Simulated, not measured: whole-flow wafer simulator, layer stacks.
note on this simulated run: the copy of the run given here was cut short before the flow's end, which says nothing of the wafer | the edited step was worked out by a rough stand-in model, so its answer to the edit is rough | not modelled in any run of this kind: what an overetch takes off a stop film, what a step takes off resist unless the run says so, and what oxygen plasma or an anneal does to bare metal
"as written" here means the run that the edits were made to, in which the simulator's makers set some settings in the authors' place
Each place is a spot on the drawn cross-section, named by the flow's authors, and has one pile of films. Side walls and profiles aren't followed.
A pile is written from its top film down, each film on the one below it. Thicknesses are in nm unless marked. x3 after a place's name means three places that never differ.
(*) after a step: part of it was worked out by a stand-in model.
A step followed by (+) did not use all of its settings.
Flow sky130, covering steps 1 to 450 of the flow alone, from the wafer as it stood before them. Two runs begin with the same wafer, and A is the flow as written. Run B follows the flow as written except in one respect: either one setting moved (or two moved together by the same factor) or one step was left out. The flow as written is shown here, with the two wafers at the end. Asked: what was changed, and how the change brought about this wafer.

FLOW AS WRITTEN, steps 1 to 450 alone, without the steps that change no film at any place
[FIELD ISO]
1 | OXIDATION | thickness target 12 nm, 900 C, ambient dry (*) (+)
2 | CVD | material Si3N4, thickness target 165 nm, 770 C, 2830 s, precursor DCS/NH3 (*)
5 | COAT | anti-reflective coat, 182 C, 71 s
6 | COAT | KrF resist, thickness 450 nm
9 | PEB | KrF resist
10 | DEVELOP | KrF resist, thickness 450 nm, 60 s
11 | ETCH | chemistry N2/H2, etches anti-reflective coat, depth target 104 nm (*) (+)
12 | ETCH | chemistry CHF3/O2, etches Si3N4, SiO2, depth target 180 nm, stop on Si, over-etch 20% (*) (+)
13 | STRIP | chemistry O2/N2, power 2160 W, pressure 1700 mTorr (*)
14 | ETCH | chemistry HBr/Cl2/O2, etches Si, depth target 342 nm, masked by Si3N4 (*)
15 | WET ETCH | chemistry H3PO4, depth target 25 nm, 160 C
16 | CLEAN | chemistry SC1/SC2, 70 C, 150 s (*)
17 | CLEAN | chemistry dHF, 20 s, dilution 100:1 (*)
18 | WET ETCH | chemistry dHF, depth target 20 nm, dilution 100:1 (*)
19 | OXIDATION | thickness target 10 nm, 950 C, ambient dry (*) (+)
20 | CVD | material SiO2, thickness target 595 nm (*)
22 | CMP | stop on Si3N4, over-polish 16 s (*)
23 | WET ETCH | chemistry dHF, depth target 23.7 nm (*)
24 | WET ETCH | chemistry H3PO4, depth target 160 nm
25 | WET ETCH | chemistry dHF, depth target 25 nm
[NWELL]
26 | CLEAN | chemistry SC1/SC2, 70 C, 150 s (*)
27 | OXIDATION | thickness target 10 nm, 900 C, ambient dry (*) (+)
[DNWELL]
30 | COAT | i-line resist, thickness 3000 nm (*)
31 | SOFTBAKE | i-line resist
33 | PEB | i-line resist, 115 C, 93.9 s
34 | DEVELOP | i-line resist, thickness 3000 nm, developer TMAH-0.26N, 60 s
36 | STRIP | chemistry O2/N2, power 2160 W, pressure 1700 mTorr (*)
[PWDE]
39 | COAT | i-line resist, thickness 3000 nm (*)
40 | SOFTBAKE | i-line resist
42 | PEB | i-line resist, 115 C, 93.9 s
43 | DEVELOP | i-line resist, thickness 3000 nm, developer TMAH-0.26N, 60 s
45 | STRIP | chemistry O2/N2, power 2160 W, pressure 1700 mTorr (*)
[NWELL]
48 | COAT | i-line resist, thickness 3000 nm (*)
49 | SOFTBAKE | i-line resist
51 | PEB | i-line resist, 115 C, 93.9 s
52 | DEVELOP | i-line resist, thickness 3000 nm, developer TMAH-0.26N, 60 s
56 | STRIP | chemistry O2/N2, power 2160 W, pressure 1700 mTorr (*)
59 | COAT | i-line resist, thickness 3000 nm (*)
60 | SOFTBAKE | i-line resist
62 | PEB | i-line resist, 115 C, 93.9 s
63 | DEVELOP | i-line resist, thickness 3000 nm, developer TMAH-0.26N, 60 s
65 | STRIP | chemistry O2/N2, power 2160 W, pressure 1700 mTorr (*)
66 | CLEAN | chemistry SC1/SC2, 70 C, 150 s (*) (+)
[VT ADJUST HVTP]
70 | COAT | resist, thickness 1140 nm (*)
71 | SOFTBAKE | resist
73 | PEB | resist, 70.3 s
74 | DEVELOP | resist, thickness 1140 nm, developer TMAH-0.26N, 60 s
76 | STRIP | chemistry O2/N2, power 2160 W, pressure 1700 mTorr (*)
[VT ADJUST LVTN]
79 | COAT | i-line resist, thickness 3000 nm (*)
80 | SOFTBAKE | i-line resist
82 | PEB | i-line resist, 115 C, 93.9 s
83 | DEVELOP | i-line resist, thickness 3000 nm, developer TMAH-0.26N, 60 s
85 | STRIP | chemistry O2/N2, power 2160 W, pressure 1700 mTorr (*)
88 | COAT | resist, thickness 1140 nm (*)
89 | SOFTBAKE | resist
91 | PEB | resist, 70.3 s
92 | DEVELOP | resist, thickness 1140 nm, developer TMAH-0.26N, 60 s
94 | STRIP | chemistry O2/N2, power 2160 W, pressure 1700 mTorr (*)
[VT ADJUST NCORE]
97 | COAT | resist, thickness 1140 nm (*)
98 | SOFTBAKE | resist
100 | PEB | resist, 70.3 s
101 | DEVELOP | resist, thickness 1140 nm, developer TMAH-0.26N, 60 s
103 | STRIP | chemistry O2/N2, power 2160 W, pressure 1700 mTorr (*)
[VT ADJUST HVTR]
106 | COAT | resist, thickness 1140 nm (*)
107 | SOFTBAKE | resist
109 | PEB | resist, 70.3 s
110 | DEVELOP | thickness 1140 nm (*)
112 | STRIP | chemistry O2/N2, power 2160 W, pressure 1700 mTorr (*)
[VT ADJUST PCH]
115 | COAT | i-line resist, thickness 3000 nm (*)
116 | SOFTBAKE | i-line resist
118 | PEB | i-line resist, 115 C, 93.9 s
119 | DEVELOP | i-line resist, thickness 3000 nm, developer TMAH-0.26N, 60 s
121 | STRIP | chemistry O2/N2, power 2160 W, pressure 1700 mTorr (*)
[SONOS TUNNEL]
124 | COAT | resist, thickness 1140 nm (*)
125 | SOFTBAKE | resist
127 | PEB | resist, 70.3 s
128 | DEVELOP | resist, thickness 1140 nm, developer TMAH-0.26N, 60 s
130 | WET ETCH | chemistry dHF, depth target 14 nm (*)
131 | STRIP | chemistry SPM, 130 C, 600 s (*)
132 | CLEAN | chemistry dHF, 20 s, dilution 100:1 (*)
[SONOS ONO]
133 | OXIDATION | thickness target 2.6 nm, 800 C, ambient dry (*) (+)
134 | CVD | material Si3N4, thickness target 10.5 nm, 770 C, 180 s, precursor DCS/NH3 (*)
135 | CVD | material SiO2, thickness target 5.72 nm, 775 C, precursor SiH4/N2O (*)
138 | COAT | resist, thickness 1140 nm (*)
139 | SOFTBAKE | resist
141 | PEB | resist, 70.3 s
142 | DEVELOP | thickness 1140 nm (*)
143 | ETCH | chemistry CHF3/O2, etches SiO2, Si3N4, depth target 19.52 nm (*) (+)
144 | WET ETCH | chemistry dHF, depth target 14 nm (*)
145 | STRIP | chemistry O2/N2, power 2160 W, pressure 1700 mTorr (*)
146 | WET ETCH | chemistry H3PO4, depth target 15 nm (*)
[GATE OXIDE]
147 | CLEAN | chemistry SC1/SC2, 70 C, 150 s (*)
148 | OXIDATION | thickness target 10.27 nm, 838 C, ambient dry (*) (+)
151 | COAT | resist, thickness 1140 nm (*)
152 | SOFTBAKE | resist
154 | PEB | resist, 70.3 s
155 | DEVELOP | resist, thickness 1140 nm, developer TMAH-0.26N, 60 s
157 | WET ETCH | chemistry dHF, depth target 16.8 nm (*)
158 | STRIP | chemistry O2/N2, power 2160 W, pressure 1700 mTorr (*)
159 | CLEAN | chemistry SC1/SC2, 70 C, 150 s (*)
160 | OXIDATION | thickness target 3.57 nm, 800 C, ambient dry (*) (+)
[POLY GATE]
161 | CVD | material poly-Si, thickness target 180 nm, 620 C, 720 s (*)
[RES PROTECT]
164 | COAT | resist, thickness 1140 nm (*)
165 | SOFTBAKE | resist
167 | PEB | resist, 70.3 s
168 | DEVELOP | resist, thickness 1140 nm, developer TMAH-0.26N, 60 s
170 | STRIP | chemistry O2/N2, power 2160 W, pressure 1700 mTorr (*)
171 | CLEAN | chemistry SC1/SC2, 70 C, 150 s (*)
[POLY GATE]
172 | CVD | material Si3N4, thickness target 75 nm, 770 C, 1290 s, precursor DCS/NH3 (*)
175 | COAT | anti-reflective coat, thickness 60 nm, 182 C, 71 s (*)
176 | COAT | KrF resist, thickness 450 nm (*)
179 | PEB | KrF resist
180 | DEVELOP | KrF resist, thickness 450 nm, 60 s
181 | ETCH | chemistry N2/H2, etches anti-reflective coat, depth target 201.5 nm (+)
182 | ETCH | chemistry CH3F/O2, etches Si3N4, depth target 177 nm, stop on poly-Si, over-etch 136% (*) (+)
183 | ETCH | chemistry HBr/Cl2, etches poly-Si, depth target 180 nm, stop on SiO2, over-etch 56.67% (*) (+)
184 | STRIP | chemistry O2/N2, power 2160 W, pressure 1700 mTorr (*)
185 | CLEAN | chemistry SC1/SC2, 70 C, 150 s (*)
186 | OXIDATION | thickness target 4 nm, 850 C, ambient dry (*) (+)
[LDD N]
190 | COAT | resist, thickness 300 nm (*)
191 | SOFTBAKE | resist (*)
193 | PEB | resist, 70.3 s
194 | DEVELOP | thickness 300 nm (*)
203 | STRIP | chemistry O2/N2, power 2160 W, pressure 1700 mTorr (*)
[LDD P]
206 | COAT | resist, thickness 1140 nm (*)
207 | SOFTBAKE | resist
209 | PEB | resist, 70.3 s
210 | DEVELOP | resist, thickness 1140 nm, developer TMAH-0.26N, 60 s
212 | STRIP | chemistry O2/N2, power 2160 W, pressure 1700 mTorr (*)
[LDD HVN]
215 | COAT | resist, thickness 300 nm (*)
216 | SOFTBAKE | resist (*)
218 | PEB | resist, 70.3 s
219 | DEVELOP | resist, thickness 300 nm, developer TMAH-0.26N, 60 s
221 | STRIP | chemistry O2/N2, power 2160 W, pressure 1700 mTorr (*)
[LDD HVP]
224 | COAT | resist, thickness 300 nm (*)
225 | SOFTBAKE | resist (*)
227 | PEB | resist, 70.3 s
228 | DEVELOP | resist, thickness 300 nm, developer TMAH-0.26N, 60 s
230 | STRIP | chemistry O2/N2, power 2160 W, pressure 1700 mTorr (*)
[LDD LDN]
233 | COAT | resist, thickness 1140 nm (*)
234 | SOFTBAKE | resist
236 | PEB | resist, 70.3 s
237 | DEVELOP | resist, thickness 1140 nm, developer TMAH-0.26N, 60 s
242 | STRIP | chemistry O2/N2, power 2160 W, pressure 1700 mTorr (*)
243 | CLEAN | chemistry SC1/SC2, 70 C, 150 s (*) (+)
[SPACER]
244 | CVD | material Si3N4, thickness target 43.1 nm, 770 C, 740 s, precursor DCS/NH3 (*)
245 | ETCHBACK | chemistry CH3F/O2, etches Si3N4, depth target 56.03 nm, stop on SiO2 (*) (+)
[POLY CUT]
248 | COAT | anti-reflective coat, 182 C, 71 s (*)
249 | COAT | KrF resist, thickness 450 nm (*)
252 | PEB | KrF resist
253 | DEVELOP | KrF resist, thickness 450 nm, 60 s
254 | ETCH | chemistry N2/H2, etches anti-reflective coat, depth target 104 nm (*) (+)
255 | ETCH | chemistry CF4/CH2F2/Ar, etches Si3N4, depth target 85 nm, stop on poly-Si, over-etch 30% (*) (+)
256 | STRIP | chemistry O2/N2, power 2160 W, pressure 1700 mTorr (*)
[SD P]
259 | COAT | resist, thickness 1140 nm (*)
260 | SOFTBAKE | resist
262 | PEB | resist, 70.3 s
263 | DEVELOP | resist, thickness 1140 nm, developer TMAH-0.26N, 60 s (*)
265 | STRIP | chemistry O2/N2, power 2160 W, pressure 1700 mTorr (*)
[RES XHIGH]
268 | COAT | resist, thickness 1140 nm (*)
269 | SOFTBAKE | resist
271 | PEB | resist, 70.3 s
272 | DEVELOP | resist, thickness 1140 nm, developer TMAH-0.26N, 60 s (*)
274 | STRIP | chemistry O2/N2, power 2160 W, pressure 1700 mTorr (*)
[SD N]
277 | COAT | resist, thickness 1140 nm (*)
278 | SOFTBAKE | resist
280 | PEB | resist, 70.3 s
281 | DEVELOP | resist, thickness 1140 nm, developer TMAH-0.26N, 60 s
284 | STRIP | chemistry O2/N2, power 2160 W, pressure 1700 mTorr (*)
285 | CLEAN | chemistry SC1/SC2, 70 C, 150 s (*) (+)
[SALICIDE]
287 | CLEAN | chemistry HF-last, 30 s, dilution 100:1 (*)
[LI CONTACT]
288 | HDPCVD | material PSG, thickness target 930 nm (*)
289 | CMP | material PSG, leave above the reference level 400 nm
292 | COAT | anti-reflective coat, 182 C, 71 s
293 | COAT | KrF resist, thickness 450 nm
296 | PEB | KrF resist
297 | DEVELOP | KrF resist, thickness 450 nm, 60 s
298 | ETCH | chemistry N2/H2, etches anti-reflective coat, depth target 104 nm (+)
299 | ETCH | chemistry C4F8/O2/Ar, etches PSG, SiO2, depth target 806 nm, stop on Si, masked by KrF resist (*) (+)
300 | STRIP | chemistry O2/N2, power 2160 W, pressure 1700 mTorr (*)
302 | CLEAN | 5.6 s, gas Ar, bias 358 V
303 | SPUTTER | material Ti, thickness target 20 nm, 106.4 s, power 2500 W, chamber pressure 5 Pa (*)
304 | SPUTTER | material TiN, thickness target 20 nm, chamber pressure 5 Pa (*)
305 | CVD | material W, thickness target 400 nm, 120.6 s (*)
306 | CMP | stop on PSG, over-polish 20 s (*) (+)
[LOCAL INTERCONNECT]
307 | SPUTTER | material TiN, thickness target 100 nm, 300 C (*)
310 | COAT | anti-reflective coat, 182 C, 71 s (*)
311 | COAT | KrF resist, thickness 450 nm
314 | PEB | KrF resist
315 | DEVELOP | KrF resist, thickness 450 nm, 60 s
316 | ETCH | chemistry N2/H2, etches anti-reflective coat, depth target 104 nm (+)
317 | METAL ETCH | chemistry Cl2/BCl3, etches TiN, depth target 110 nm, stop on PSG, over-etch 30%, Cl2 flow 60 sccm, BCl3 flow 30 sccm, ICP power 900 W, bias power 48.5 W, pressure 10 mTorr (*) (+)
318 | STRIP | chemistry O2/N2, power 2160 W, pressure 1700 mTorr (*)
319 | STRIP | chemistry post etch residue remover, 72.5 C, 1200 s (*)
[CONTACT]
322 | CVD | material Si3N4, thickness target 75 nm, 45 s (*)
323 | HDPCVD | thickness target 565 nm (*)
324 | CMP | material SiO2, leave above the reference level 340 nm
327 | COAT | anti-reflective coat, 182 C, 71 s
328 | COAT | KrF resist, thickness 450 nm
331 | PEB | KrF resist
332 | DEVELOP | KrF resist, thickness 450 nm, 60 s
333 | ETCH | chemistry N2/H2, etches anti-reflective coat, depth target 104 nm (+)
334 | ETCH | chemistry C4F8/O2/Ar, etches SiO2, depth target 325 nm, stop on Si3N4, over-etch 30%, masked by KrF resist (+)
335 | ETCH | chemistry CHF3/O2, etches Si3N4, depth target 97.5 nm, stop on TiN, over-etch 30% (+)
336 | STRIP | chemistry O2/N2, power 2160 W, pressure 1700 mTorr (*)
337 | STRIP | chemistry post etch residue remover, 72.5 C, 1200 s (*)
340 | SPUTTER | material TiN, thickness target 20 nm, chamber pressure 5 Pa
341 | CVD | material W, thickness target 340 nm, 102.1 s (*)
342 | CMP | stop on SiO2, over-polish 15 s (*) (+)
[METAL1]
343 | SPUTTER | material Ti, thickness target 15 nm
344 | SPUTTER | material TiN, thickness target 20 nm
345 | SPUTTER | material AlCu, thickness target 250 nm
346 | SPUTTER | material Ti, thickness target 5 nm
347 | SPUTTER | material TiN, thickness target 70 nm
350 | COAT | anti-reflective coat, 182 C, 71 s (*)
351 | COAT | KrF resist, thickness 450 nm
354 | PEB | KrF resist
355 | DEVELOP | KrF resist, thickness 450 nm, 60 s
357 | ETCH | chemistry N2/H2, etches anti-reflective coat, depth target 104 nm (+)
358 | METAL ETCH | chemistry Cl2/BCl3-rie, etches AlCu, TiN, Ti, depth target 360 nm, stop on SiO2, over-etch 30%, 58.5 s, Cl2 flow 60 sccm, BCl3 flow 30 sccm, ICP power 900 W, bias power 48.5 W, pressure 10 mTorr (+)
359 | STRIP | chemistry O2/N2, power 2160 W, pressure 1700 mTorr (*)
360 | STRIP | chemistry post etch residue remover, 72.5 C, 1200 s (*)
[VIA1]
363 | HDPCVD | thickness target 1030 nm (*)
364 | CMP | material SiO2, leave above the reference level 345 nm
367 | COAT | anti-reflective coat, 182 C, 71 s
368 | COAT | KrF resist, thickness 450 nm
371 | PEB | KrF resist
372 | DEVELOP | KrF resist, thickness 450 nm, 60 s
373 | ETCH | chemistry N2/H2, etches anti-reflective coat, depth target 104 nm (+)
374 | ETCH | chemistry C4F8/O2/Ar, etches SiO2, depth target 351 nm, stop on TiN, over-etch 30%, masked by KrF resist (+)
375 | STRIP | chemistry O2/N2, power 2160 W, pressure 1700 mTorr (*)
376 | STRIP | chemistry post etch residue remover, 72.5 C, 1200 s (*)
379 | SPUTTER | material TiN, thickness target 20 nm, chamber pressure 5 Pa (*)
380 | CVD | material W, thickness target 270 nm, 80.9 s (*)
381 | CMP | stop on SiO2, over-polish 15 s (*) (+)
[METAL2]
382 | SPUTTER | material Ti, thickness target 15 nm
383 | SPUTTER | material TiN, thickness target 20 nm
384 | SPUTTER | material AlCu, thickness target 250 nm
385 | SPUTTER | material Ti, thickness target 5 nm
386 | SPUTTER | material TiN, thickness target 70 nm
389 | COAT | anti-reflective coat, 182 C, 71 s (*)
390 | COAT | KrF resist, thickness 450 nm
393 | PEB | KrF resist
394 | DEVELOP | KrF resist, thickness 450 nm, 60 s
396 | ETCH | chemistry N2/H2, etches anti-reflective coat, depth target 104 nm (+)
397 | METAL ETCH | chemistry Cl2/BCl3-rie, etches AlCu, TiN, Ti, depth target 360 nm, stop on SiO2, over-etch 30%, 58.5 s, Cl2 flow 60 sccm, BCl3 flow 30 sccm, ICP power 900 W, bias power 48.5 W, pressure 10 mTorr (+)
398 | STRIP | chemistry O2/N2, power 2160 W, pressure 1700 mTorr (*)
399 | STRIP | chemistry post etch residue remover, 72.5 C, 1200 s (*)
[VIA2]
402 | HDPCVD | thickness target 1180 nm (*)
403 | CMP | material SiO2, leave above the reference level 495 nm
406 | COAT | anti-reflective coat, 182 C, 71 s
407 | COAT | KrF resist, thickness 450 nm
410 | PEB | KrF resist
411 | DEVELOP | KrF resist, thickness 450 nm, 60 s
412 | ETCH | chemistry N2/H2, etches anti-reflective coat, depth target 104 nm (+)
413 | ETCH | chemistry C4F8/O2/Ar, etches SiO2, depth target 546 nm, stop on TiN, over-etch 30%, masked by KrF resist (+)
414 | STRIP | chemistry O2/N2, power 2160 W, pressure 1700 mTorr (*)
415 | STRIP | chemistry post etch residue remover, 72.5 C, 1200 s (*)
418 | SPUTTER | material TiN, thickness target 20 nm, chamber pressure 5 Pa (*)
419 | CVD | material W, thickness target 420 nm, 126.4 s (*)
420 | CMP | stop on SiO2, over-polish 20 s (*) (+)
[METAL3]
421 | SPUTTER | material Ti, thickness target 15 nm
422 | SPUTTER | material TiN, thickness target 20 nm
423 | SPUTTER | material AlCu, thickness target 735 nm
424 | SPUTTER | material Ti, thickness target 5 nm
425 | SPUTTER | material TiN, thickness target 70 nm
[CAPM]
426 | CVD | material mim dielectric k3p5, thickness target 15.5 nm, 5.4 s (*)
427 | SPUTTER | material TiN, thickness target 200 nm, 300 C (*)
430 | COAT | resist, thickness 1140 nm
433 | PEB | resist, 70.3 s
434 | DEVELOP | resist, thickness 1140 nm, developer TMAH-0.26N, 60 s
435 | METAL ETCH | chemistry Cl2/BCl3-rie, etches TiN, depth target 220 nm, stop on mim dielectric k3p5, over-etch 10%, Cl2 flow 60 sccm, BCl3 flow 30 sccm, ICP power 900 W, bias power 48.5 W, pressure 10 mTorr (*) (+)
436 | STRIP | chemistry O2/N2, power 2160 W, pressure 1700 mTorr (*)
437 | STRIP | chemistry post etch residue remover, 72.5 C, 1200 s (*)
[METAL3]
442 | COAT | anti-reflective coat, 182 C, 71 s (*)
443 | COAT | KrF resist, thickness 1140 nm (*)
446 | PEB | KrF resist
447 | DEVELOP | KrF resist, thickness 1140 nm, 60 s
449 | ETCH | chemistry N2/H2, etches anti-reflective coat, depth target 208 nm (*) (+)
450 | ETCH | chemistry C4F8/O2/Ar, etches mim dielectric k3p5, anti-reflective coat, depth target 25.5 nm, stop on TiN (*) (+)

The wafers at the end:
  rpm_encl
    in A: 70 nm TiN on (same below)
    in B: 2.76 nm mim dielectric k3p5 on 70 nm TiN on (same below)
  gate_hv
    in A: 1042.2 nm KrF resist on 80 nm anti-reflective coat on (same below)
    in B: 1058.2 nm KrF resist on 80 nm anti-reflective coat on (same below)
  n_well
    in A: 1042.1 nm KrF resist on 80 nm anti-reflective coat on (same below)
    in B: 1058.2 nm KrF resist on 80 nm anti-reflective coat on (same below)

The reason: step 449, ETCH: depth target 88.4 nm was run, though the flow has depth target 208 nm.

The path from the change to this, step by step:
  449 | ETCH | chemistry N2/H2, etches anti-reflective coat, depth target 208 nm (*) (+)
      rpm_encl, rpm_encl_psd, rpm_encl_urpm: A -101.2 anti-reflective coat (all of it) | B -88.4 anti-reflective coat
      n_well, p_well, gate_hv and 104 more: A -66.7 KrF resist | B -49.1 KrF resist
  450 | ETCH | chemistry C4F8/O2/Ar, etches mim dielectric k3p5, anti-reflective coat, depth target 25.5 nm, stop on TiN (*) (+)
      rpm_encl, rpm_encl_psd, rpm_encl_urpm: A -15.5 mim dielectric k3p5 (all of it) | B -12.8 anti-reflective coat (all of it), -12.7 mim dielectric k3p5
      n_well, p_well, gate_hv and 104 more: A -15.5 KrF resist | B -17 KrF resist
